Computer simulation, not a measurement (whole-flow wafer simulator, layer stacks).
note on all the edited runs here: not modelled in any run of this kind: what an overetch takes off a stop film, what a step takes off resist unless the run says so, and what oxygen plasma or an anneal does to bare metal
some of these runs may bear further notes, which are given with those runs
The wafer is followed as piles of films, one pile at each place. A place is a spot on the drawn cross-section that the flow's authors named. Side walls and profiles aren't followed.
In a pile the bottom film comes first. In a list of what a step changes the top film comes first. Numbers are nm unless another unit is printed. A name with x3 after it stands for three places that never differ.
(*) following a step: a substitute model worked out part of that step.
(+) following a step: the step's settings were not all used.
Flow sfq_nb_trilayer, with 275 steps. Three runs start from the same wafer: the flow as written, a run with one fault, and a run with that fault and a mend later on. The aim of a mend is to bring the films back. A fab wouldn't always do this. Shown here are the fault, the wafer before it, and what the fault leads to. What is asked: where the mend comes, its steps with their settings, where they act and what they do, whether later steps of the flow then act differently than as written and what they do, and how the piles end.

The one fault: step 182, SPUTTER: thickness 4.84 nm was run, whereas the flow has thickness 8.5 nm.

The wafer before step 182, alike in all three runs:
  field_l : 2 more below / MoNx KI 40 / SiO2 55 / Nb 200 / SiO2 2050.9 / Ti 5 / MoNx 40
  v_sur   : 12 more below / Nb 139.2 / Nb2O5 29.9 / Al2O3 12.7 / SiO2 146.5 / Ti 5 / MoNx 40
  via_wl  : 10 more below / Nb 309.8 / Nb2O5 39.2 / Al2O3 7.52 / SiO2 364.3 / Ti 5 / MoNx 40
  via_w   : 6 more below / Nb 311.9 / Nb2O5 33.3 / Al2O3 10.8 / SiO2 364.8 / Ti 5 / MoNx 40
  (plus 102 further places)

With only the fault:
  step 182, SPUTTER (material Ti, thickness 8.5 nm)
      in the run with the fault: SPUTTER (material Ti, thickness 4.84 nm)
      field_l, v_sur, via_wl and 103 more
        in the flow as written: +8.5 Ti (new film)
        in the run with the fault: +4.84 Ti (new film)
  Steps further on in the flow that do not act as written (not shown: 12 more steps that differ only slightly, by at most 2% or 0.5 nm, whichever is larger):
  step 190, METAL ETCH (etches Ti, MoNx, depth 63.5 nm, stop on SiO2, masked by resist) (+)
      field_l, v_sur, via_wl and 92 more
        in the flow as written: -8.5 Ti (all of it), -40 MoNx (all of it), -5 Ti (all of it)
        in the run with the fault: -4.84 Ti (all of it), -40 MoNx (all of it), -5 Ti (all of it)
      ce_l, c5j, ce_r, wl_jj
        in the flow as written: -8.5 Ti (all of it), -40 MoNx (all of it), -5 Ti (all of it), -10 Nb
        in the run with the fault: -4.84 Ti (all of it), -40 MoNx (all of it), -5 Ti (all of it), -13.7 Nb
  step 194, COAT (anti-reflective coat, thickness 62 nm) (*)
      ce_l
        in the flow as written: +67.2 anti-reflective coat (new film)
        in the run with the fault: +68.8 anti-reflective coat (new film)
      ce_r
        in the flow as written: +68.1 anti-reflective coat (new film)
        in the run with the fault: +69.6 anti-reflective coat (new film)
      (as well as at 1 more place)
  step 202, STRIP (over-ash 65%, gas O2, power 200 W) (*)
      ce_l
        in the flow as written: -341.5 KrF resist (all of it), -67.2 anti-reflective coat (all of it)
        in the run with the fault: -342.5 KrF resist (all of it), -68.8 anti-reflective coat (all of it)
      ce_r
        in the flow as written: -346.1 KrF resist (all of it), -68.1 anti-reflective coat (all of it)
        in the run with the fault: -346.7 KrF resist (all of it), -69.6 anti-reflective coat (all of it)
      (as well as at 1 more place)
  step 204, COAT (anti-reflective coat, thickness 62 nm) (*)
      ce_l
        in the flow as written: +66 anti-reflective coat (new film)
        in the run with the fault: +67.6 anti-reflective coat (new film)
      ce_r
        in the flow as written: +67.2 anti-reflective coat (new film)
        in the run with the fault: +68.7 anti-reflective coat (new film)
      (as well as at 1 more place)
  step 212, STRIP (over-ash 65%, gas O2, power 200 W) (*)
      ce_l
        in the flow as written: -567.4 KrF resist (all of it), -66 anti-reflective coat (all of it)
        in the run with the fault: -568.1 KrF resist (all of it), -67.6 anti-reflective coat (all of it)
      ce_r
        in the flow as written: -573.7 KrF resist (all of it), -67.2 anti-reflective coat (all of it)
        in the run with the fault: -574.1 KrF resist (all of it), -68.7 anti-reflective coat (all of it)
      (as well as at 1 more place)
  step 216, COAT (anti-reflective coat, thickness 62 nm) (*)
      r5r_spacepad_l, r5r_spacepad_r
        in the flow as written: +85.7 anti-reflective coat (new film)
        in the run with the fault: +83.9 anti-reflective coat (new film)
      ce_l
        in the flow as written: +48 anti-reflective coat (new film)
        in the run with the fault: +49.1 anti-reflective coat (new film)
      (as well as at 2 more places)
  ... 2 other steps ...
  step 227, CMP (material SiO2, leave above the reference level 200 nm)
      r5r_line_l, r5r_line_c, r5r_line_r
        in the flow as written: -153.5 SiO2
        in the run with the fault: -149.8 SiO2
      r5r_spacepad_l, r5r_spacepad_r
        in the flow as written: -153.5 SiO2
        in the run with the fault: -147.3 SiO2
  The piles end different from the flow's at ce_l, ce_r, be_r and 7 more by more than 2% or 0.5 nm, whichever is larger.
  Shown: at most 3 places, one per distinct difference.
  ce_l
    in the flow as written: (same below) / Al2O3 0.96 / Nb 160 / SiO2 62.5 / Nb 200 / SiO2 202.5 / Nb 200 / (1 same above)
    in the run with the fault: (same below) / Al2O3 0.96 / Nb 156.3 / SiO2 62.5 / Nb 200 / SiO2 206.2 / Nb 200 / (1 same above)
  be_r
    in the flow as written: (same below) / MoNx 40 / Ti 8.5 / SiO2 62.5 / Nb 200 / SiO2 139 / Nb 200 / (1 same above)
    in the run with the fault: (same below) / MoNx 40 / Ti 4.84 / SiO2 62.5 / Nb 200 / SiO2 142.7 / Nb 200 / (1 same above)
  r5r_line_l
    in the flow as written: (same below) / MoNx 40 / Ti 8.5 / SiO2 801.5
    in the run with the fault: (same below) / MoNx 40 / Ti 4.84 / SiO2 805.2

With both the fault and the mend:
  The mend stands after step 188.
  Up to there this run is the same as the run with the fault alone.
  step 188a, STRIP (over-ash 65%, gas O2, power 200 W) (*)
      field_l, v_sur, via_wl and 96 more
        -62 anti-reflective coat (all of it)
      be_r, r_sur, res, r_end, r5r_line_l, r5r_line_c, r5r_line_r
        -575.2 KrF resist (all of it), -62 anti-reflective coat (all of it)
  step 188b, SPUTTER (material Ti, thickness 3.66 nm) (the flow's step 182, run once more with other settings)
      field_l, v_sur, via_wl and 103 more
        +3.66 Ti
  step 188c, COAT (anti-reflective coat, thickness 62 nm) (the flow's step 183, run once more)
      field_l, v_sur, via_wl and 103 more
        +62 anti-reflective coat (new film)
  step 188d, COAT (KrF resist, thickness 600 nm) (the flow's step 184, run once more)
      field_l, v_sur, via_wl and 103 more
        +600 KrF resist (new film)
  step 188e, SOFTBAKE (KrF resist) (the flow's step 185, run once more)
      leaves every film unchanged at each place that is followed
  step 188f, EXPOSE (photomask R5, dose 12.12 mJ/cm2, NA 0.6, wavelength 248 nm) (*) (the flow's step 186, run once more)
      leaves every film unchanged at each place that is followed
  step 188g, PEB (KrF resist, 90 s) (the flow's step 187, run once more)
      field_l, v_sur, via_wl and 103 more
        -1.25 KrF resist
  step 188h, DEVELOP (KrF resist, thickness 600 nm, 60 s) (the flow's step 188, run once more)
      field_l, v_sur, via_wl and 96 more
        -598.7 KrF resist (all of it)
      be_r, r_sur, res, r_end, r5r_line_l, r5r_line_c, r5r_line_r
        -23.5 KrF resist
  Later steps of the flow that are run all act as written at every place that is followed.
  At every place that both follow, the piles at the end match the flow's.
